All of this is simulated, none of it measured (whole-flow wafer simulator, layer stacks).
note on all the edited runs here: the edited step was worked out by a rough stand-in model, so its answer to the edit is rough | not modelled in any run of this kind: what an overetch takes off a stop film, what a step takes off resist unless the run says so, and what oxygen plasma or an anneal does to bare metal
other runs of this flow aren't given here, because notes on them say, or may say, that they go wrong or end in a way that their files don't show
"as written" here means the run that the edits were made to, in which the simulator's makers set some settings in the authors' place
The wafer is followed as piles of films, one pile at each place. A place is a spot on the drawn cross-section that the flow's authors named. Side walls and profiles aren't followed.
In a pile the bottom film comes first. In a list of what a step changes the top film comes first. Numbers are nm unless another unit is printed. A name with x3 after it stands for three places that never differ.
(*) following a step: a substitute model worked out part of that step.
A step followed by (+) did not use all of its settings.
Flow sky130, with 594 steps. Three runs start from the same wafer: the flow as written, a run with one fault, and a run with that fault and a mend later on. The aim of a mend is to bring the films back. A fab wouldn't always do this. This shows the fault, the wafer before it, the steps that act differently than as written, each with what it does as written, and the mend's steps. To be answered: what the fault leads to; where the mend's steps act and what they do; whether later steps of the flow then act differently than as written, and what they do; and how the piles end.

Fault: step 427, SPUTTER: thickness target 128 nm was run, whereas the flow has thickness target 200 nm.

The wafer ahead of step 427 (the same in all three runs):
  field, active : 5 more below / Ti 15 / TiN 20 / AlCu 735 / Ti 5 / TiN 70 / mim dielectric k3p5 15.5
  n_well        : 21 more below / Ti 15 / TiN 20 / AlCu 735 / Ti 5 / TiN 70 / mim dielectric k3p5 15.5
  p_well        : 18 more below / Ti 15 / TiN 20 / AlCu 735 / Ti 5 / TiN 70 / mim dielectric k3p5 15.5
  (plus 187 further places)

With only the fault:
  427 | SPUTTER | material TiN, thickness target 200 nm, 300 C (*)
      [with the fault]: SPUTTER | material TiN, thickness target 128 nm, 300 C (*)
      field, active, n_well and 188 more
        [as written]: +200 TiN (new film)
        [with the fault]: +128 TiN (new film)
  Steps further on in the flow that do not act as written (3 other steps are not shown; they differ only slightly, by no more than 2% or 0.5 nm, whichever is larger):
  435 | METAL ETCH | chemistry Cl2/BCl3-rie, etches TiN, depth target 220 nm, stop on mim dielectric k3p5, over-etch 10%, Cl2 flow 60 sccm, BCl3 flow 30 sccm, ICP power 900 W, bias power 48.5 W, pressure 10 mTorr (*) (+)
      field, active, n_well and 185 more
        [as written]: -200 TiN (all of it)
        [with the fault]: -128 TiN (all of it)
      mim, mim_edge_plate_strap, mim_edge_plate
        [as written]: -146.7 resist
        [with the fault]: -93.9 resist
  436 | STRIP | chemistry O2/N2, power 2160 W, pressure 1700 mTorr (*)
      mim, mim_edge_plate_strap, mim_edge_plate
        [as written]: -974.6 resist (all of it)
        [with the fault]: -1027.4 resist (all of it)
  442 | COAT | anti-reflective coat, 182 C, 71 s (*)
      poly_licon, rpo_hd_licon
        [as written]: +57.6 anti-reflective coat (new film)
        [with the fault]: +76.6 anti-reflective coat (new film)
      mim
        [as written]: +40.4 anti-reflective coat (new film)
        [with the fault]: +29.6 anti-reflective coat (new film)
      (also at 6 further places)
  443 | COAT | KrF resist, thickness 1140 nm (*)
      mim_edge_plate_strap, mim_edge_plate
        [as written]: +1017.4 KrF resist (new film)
        [with the fault]: +1089.4 KrF resist (new film)
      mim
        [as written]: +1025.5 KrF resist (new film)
        [with the fault]: +1086.7 KrF resist (new film)
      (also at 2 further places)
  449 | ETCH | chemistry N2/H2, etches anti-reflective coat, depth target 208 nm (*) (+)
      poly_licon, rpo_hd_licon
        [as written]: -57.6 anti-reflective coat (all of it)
        [with the fault]: -76.6 anti-reflective coat (all of it)
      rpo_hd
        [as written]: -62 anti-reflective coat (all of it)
        [with the fault]: -73.7 anti-reflective coat (all of it)
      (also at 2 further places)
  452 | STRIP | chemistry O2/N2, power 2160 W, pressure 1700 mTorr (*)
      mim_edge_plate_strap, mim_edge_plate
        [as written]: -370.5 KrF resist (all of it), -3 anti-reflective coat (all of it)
        [with the fault]: -442.4 KrF resist (all of it), -3 anti-reflective coat (all of it)
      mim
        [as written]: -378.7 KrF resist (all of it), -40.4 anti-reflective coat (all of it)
        [with the fault]: -439.8 KrF resist (all of it), -29.6 anti-reflective coat (all of it)
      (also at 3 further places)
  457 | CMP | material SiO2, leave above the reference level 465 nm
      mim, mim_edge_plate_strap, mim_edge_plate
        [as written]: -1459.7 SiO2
        [with the fault]: -1387.7 SiO2
  By the end, the piles at mim, mim_edge_plate_strap, mim_edge_plate depart from the flow's by more than 2% or 0.5 nm, whichever is larger.
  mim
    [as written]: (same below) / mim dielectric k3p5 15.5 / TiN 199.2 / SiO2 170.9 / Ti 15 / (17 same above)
    [with the fault]: (same below) / mim dielectric k3p5 15.5 / TiN 127.2 / SiO2 242.9 / Ti 15 / (17 same above)
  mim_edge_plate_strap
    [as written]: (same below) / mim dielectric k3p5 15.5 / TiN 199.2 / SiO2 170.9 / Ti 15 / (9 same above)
    [with the fault]: (same below) / mim dielectric k3p5 15.5 / TiN 127.2 / SiO2 242.9 / Ti 15 / (9 same above)
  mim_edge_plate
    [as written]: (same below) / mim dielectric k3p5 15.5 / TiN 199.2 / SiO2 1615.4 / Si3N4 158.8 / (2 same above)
    [with the fault]: (same below) / mim dielectric k3p5 15.5 / TiN 127.2 / SiO2 1687.4 / Si3N4 158.8 / (2 same above)

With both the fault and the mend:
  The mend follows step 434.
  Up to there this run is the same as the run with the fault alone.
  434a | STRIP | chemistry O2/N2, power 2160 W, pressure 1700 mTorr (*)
      mim, mim_edge_plate_strap, mim_edge_plate
        -1121.3 resist (all of it)
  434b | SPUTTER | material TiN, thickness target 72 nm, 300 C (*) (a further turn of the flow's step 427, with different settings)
      field, active, n_well and 188 more
        +72 TiN
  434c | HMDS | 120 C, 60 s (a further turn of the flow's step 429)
      leaves every film unchanged at each place that is followed
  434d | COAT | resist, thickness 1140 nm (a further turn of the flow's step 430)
      field, active, n_well and 186 more
        +1140 resist (new film)
      m1, via2_hole
        +1140.6 resist (new film)
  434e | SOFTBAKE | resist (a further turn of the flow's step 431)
      leaves every film unchanged at each place that is followed
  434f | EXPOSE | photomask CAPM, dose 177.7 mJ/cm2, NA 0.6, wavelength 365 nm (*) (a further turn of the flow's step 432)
      leaves every film unchanged at each place that is followed
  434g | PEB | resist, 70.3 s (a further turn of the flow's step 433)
      field, active, n_well and 188 more
        -18.7 resist
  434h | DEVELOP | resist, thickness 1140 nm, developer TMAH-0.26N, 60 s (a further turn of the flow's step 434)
      field, active, n_well and 183 more
        -1121.3 resist (all of it)
      m1, via2_hole
        -1121.9 resist (all of it)
  Later steps of the flow that are run all act as written at every place that is followed.
  By the end, the piles equal the flow's at every place that both follow.
